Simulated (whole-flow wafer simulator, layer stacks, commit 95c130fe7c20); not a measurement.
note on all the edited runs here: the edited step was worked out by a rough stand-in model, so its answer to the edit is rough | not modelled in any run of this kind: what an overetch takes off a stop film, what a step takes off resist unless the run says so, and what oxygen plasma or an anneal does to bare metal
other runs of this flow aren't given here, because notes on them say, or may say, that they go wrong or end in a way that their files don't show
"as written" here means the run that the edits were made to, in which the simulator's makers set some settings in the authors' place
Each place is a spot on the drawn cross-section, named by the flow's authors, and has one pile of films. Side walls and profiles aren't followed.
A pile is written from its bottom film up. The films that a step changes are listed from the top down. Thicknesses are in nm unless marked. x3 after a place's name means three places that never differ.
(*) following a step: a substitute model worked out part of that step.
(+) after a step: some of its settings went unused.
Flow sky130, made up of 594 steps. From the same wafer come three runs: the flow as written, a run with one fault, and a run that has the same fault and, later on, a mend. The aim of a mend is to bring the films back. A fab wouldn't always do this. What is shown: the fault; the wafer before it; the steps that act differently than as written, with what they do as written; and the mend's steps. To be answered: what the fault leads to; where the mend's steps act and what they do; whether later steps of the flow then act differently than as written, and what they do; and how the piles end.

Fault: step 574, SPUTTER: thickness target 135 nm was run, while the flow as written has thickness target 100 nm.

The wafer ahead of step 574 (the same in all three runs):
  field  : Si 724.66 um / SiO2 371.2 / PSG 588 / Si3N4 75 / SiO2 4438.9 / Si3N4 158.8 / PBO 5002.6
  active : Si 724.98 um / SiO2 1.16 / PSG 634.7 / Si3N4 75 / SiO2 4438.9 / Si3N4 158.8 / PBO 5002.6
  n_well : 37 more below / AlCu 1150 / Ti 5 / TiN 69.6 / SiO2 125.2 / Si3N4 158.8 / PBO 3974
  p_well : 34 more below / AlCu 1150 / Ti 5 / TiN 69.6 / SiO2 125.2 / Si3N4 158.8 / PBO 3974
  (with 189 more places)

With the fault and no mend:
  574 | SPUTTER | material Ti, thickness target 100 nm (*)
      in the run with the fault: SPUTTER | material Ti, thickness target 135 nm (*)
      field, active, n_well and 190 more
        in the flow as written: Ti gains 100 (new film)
        in the run with the fault: Ti gains 135 (new film)
  Steps further on in the flow that do not act as written (not shown: 7 more steps that differ only slightly, by at most 2% or 0.5 nm, whichever is larger):
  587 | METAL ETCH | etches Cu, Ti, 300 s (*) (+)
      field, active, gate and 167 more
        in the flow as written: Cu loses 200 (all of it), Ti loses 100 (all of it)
        in the run with the fault: Cu loses 200 (all of it), Ti loses 135 (all of it)
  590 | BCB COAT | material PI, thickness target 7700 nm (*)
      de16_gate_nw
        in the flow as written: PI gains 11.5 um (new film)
        in the run with the fault: PI gains 11.54 um (new film)
  The piles end different from the flow's at n_well, p_well, sd_n and 20 more by more than 2% or 0.5 nm, whichever is larger.
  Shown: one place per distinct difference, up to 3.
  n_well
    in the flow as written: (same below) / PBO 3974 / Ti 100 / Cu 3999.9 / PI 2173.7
    in the run with the fault: (same below) / PBO 3974 / Ti 135 / Cu 3999.9 / PI 2150.9
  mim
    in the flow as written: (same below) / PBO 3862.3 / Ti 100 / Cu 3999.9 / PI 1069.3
    in the run with the fault: (same below) / PBO 3862.3 / Ti 135 / Cu 3999.9 / PI 1036.6
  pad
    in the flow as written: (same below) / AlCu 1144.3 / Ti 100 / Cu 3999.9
    in the run with the fault: (same below) / AlCu 1144.3 / Ti 135 / Cu 3999.9

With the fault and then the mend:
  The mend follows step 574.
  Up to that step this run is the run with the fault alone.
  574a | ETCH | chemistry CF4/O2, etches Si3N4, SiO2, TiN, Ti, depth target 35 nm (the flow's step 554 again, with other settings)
      field, active, n_well and 190 more
        Ti loses 35
  None of the later steps of the flow differs from how it acts as written, at any place that is followed, by more than 2% or 0.5 nm, whichever is larger.
  At every place that both follow, the piles at the end match the flow's.
